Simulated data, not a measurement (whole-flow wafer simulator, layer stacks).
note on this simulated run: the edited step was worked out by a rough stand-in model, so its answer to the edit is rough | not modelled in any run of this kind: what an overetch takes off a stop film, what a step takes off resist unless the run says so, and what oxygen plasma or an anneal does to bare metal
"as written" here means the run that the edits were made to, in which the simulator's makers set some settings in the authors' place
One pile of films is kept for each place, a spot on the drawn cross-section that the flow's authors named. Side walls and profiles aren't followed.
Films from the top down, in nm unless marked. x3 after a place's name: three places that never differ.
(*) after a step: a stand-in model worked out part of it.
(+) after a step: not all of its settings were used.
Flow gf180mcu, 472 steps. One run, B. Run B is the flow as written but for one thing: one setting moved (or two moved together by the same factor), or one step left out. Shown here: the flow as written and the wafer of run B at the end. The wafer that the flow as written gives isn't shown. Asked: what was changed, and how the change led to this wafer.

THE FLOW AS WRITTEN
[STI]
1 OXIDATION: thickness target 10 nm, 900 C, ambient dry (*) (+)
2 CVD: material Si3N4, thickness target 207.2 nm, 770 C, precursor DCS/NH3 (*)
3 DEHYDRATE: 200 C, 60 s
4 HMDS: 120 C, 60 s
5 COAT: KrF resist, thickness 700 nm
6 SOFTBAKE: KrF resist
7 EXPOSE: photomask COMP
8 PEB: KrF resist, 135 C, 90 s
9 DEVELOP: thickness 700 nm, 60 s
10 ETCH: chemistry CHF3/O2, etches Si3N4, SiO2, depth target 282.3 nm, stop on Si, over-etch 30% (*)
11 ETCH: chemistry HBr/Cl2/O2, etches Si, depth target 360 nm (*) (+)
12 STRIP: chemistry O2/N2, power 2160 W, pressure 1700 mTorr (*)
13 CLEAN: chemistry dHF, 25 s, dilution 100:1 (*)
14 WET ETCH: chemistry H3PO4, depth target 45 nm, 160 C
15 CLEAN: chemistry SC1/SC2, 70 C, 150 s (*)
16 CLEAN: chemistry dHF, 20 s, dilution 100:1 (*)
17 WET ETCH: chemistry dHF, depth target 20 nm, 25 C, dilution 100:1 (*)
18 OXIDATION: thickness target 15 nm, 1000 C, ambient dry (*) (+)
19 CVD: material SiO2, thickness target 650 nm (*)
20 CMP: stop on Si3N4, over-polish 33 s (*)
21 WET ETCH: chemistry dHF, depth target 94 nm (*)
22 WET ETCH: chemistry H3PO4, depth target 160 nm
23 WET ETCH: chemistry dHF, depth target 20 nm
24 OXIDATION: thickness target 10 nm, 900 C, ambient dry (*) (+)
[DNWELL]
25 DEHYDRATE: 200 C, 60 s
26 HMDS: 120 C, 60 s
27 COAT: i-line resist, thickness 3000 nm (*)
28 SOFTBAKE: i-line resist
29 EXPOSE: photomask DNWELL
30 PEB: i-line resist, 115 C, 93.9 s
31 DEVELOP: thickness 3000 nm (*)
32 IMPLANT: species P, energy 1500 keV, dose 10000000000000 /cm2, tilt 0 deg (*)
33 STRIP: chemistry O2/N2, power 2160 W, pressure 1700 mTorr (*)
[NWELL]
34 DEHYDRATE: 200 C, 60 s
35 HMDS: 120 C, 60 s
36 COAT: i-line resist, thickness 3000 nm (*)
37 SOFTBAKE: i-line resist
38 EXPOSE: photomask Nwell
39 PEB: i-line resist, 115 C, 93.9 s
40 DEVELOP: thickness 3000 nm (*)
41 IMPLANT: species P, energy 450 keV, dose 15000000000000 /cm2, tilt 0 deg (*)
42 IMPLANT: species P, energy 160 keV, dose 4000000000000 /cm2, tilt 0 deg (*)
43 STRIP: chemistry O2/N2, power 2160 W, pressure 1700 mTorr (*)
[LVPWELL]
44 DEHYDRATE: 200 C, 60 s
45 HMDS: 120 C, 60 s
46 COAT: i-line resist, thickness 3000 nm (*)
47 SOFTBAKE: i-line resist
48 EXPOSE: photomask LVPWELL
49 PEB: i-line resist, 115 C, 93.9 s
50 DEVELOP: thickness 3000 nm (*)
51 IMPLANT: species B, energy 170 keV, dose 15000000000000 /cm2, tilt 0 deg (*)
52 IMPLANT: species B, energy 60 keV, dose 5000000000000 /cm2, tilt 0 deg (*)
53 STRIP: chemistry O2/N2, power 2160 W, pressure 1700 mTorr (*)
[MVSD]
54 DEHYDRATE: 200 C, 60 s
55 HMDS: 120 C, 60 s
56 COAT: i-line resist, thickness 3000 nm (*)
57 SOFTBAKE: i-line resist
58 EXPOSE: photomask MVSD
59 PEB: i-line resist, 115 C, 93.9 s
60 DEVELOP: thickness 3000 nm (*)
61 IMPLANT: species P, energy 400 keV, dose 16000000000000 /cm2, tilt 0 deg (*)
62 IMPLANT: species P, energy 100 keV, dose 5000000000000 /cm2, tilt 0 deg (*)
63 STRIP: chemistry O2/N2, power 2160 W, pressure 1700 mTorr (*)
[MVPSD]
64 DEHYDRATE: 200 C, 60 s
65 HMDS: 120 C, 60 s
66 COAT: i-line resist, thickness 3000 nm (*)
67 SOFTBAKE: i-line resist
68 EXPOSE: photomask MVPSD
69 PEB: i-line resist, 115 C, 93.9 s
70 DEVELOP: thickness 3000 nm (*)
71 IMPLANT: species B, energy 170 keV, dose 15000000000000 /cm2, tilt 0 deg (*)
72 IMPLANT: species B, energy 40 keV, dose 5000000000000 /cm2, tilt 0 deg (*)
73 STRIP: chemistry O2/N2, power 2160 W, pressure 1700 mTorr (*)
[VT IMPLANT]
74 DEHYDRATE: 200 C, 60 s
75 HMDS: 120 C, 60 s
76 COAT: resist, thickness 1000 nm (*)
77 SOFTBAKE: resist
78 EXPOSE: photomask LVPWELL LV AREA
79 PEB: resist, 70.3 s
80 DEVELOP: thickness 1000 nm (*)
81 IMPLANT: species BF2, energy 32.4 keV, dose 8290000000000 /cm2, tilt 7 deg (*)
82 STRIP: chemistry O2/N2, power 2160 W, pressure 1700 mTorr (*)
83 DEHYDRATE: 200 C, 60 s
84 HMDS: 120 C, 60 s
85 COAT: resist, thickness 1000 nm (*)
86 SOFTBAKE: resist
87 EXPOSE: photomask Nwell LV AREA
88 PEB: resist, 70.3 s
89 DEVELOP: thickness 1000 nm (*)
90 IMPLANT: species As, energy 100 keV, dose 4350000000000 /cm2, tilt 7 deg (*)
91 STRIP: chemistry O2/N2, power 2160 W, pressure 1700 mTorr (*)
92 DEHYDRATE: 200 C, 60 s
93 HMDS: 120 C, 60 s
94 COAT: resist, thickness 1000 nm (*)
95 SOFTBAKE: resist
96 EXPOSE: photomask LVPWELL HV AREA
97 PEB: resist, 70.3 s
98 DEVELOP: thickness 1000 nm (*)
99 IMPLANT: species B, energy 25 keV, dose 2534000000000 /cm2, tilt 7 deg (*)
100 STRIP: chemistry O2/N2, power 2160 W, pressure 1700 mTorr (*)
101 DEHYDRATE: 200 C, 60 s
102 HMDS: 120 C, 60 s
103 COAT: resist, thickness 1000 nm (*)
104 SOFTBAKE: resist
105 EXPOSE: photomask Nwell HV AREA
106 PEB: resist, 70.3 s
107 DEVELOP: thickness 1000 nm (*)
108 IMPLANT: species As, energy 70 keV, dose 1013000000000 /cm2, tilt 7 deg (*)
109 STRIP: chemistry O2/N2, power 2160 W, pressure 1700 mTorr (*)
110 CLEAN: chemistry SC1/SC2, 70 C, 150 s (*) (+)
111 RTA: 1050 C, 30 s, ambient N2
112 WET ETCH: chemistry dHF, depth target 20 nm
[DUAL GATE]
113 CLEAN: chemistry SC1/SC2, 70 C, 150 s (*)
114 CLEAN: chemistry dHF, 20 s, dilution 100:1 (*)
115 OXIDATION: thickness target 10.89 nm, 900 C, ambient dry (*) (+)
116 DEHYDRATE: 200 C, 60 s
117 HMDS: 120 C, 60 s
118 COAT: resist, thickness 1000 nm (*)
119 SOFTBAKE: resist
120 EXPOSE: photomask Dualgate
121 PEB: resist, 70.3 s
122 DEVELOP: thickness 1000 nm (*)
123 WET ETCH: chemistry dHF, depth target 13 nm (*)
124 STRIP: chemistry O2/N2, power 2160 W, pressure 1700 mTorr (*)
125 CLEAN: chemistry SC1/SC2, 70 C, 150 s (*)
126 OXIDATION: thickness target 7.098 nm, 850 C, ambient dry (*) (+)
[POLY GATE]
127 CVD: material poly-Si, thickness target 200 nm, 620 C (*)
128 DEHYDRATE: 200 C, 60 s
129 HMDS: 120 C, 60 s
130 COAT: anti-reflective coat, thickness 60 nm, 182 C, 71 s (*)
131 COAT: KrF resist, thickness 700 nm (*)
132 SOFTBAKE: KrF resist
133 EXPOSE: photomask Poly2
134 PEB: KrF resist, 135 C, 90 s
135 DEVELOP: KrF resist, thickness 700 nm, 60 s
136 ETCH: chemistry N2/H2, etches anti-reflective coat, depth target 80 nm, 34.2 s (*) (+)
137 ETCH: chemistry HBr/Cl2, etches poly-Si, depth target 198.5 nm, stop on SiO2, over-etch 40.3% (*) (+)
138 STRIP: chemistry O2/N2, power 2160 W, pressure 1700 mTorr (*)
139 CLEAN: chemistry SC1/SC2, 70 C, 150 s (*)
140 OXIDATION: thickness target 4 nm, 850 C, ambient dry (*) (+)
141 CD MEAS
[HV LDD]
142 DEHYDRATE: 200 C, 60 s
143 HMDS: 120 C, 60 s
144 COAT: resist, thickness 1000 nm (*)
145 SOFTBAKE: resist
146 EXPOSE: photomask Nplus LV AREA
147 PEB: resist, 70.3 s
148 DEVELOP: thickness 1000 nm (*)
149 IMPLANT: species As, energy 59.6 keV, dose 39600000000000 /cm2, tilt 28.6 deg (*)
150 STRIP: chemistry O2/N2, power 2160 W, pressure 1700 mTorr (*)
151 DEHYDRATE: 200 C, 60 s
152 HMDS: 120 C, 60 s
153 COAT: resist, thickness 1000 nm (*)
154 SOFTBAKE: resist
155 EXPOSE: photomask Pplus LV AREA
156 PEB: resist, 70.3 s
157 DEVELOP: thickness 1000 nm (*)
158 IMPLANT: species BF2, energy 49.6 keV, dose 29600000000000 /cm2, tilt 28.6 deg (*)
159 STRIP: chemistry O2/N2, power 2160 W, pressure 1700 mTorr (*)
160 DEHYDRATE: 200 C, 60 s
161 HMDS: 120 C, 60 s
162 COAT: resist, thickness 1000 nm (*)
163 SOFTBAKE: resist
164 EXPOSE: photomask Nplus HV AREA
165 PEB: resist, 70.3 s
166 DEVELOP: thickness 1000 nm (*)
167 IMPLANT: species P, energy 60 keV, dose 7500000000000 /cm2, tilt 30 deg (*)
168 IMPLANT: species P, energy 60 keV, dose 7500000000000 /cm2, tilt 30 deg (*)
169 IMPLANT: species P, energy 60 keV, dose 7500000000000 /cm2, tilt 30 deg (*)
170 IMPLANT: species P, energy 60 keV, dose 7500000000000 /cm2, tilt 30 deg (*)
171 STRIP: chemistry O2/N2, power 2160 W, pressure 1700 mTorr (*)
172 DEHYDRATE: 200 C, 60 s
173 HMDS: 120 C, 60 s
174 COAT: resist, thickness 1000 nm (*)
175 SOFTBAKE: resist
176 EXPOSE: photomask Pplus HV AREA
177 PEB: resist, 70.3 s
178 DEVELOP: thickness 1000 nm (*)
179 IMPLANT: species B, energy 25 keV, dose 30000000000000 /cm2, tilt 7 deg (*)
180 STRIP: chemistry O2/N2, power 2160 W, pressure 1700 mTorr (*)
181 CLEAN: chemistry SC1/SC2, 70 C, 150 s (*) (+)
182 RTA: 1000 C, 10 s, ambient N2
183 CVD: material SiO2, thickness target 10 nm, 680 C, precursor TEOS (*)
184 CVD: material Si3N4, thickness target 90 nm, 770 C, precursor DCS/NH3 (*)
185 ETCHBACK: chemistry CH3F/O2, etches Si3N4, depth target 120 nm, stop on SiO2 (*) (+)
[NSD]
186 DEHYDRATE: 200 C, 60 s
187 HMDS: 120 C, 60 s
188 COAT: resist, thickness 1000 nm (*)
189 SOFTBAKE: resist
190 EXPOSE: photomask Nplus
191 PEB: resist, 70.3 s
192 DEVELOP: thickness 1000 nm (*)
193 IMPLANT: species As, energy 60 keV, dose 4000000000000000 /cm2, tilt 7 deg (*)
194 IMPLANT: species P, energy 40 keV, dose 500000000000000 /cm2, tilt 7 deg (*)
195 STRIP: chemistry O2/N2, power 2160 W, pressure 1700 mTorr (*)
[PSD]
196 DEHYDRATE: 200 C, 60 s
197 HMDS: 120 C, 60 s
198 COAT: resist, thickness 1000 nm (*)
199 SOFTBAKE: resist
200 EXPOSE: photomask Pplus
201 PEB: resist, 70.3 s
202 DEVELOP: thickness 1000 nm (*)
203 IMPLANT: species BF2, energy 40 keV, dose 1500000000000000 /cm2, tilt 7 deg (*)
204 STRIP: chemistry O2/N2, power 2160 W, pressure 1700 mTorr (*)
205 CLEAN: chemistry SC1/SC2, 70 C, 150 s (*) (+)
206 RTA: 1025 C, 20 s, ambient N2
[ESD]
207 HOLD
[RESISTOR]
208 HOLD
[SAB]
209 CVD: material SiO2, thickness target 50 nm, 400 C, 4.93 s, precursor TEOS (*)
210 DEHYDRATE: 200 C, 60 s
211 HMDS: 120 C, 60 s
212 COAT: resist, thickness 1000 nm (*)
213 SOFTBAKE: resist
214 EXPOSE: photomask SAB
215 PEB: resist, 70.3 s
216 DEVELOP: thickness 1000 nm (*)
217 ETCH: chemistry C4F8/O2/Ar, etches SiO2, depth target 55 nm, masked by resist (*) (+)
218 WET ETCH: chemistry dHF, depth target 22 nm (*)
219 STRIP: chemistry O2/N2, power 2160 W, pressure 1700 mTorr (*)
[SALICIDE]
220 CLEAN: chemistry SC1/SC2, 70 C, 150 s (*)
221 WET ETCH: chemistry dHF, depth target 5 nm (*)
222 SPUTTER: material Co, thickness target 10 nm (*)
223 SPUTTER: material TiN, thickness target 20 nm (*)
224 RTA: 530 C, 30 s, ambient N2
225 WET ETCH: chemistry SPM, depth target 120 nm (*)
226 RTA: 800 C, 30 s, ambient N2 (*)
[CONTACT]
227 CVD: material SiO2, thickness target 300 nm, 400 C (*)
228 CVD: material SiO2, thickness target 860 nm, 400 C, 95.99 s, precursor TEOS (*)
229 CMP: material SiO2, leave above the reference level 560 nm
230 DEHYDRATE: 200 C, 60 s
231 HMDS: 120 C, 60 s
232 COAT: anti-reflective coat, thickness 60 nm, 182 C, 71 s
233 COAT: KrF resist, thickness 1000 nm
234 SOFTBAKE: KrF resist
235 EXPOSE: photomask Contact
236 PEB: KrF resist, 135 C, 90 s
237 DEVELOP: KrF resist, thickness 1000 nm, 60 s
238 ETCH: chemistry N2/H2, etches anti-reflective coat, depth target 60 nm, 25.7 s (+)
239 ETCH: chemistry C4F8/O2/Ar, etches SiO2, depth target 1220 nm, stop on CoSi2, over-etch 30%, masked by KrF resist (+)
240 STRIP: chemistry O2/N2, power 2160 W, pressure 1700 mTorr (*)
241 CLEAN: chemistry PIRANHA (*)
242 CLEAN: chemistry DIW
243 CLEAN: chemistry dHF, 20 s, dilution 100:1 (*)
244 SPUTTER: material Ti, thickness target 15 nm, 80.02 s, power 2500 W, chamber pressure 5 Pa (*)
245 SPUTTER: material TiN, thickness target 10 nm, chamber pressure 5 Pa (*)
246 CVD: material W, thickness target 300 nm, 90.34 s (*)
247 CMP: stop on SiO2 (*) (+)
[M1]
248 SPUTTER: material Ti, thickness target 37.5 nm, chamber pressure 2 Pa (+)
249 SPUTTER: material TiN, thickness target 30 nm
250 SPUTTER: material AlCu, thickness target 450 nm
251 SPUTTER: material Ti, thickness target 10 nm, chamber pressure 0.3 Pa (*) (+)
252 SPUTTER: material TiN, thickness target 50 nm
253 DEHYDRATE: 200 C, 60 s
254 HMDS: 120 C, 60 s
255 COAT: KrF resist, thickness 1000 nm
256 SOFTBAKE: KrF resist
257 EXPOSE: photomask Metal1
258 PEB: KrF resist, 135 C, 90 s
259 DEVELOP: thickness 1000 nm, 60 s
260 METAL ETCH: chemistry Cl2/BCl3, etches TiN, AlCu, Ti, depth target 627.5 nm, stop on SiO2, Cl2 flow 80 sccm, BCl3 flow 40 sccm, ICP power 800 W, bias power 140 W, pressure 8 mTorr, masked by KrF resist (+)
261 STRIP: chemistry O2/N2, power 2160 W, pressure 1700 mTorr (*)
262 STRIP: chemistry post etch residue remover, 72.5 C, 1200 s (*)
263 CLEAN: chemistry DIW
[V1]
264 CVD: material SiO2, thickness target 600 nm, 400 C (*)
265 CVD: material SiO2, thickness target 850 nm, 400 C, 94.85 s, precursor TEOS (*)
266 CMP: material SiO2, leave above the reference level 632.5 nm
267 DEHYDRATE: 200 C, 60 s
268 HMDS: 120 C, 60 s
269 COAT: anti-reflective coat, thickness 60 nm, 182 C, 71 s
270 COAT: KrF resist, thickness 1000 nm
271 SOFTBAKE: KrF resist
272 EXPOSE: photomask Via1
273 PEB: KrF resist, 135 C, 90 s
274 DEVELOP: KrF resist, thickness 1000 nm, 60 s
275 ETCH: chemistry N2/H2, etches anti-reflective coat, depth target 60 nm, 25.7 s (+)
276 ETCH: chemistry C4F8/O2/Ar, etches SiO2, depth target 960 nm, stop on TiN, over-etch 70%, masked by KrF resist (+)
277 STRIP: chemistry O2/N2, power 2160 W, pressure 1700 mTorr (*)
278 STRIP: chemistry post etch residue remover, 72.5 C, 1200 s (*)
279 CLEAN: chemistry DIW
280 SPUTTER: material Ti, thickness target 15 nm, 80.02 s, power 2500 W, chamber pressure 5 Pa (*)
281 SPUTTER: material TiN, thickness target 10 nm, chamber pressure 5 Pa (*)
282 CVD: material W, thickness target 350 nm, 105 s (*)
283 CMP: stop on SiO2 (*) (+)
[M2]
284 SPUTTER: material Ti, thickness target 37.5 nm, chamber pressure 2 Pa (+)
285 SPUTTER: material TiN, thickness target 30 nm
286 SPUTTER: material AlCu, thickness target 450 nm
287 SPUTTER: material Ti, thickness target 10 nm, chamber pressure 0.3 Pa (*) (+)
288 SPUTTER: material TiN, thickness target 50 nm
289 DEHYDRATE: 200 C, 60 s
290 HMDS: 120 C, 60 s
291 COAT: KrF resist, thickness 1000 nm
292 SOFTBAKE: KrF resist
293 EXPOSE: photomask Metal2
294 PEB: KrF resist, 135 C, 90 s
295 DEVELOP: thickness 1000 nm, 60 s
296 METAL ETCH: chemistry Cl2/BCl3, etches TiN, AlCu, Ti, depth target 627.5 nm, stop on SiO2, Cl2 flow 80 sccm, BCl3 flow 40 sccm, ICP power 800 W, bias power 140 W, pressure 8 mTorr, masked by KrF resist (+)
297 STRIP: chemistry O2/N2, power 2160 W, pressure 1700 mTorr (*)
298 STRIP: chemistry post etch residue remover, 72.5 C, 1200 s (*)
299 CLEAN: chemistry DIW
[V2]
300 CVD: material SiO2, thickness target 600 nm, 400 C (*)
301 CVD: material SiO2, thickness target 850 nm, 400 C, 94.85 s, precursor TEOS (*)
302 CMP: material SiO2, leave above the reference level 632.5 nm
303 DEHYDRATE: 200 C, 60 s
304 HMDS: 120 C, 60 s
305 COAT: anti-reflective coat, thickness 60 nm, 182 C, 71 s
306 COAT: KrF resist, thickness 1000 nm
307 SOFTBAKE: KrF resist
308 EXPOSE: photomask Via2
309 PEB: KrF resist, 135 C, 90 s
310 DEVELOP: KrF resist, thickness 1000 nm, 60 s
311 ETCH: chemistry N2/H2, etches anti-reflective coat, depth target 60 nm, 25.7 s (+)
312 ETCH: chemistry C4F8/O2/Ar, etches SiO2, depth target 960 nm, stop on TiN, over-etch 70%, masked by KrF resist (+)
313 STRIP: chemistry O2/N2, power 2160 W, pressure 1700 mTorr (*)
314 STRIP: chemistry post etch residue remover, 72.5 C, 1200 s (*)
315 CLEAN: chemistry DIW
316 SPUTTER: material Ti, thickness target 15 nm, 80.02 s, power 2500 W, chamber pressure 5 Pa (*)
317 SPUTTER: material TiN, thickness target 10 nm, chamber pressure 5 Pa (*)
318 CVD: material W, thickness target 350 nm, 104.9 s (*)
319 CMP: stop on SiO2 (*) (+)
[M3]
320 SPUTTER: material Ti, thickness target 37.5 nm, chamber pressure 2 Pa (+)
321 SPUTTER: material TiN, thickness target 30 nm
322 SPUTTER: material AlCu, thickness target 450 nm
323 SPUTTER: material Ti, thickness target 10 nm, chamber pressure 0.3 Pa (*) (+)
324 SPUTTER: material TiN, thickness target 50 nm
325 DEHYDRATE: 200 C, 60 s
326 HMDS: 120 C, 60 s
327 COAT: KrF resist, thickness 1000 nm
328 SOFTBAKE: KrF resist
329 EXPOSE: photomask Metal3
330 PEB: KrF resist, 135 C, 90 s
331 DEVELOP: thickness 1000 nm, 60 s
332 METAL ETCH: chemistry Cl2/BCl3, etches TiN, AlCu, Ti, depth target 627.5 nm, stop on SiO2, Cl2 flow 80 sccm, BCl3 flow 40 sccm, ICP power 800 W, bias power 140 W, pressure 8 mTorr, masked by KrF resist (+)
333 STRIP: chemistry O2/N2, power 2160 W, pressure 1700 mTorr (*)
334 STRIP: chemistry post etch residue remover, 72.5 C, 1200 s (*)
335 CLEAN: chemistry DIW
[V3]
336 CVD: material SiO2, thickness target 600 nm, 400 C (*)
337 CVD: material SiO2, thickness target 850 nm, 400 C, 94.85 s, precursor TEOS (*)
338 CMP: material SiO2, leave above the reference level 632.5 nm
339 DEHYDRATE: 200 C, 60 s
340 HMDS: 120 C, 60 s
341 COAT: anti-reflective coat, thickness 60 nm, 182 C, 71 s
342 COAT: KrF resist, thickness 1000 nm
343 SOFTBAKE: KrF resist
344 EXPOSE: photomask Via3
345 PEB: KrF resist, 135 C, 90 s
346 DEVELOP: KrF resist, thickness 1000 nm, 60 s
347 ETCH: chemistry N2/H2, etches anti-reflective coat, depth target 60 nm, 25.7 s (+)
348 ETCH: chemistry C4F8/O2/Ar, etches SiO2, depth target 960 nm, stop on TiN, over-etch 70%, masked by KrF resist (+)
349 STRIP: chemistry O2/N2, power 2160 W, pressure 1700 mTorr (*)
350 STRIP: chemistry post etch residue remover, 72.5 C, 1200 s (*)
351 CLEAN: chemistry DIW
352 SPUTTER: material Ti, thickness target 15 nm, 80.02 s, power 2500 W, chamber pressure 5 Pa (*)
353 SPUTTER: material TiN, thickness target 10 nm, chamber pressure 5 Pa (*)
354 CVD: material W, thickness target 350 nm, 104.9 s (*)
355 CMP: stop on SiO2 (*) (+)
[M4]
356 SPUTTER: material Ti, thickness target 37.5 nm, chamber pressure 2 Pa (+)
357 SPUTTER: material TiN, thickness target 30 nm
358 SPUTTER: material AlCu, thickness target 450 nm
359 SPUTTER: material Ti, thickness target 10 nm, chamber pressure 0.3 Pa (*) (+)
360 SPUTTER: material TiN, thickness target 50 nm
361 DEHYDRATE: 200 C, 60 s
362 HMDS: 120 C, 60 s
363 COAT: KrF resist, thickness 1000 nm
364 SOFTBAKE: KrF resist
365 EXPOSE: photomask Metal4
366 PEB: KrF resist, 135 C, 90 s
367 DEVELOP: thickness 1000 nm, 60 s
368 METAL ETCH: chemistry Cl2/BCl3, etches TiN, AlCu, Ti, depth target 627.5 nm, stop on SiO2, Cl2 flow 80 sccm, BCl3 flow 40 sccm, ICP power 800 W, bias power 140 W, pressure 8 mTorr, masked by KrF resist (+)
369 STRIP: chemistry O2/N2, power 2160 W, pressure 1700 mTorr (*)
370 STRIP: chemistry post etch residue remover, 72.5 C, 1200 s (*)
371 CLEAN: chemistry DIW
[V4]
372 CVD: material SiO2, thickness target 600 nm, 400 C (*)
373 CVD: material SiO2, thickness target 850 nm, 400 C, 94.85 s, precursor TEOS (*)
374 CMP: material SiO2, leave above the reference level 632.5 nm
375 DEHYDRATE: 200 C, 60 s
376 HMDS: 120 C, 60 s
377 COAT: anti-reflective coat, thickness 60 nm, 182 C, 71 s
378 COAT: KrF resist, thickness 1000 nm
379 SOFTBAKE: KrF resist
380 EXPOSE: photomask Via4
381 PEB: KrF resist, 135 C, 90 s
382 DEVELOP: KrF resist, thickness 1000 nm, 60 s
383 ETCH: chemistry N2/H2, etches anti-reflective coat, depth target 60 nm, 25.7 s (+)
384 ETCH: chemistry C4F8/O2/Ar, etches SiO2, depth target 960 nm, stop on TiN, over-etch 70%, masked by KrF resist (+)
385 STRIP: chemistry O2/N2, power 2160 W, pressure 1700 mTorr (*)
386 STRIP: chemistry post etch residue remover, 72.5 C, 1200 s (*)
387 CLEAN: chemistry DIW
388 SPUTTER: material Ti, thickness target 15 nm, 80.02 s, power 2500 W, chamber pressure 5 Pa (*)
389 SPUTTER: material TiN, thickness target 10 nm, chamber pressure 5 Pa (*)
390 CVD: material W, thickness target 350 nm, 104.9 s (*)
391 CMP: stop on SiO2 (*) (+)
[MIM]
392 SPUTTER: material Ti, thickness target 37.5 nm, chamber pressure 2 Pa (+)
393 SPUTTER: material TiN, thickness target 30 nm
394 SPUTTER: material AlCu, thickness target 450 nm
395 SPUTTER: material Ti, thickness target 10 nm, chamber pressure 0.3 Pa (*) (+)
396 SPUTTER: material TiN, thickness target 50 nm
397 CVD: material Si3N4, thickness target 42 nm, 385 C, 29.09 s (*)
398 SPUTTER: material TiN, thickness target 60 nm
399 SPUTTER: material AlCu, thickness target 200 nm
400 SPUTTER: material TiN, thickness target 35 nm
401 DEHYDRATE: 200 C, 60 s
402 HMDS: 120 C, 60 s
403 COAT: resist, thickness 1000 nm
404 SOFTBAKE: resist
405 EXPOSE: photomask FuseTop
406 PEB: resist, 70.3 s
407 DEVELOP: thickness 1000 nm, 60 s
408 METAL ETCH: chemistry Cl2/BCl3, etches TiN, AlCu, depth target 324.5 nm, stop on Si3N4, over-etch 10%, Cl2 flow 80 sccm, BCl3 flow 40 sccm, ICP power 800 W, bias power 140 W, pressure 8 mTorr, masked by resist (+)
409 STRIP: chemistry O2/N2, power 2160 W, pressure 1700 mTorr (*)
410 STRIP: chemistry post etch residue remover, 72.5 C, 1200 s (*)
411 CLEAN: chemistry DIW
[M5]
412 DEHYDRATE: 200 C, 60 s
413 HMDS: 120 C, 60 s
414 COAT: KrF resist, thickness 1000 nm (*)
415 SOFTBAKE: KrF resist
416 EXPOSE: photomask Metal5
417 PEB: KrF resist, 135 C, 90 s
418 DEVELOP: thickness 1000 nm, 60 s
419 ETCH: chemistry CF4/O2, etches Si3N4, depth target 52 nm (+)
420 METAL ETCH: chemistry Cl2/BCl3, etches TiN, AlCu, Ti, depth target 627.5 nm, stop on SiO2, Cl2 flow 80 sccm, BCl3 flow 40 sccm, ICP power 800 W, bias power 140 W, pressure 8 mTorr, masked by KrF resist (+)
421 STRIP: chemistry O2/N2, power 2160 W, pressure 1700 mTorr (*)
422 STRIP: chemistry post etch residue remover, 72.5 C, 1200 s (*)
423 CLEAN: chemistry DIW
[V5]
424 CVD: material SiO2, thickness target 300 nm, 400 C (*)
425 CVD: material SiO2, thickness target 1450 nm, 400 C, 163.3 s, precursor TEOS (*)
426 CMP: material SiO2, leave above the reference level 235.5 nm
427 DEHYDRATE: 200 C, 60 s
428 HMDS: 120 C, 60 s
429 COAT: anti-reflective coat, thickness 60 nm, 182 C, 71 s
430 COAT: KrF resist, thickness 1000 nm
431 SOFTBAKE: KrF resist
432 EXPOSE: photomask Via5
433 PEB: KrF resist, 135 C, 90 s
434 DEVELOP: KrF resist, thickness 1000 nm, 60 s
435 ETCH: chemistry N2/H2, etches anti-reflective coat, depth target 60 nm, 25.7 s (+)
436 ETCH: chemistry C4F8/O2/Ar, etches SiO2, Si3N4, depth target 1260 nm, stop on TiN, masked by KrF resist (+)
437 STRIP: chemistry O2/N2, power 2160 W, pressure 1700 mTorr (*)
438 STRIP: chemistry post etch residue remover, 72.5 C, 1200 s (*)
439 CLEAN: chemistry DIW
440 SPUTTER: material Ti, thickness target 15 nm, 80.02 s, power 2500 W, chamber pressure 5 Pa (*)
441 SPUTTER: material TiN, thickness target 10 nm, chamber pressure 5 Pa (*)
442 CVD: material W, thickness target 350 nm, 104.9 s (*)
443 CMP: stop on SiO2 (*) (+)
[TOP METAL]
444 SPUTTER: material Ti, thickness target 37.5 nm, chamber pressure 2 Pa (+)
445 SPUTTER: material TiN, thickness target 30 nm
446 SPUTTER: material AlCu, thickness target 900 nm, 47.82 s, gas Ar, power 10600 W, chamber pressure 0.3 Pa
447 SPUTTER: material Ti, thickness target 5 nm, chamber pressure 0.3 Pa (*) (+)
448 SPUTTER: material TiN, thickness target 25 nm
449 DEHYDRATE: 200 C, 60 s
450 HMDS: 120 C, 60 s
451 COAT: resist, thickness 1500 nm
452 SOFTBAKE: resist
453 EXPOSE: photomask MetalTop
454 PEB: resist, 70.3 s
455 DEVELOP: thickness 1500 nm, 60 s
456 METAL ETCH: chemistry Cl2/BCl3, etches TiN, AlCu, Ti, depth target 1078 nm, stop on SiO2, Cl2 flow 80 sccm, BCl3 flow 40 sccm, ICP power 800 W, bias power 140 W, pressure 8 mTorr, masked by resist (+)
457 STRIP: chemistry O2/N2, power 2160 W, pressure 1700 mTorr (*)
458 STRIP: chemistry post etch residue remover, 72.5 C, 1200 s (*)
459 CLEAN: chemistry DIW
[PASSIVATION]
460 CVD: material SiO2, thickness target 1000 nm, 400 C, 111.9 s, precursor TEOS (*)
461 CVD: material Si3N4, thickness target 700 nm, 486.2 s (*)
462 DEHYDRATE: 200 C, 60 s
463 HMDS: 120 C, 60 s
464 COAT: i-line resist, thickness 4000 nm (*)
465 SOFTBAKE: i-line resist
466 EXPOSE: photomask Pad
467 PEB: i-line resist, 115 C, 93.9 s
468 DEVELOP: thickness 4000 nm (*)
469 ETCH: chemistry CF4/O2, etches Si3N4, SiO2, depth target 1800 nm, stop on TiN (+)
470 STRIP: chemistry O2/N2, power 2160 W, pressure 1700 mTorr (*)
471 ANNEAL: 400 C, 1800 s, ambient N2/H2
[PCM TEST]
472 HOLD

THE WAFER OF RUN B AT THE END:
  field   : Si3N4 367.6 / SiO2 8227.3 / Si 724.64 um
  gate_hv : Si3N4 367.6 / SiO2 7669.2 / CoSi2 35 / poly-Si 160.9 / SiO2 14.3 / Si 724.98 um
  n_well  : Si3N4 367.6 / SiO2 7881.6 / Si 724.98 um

The cause: step 461, CVD: thickness target 368 nm was run, where the flow has thickness target 700 nm; step 461, CVD: 255.2 s was run, where the flow has 486.2 s.

How the change led to this, step by step:
  461 CVD: material Si3N4, thickness target 700 nm, 486.2 s (*)
      field, field__w1, field__w2 and 109 more: Si3N4 +367.6 (new film) (as written it would be: Si3N4 +700 (new film))
  465 SOFTBAKE: i-line resist
      field__w11, field__w13: i-line resist +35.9 (as written it would be: i-line resist +37.6)
      ld_acc_p, ld_fp_p: i-line resist +32 (as written it would be: i-line resist +33.8)
      (and at 55 more places)
  469 ETCH: chemistry CF4/O2, etches Si3N4, SiO2, depth target 1800 nm, stop on TiN (+)
      pad: Si3N4 -367.6 (all of it), SiO2 -1000 (all of it) (as written it would be: Si3N4 -700 (all of it), SiO2 -1000 (all of it))
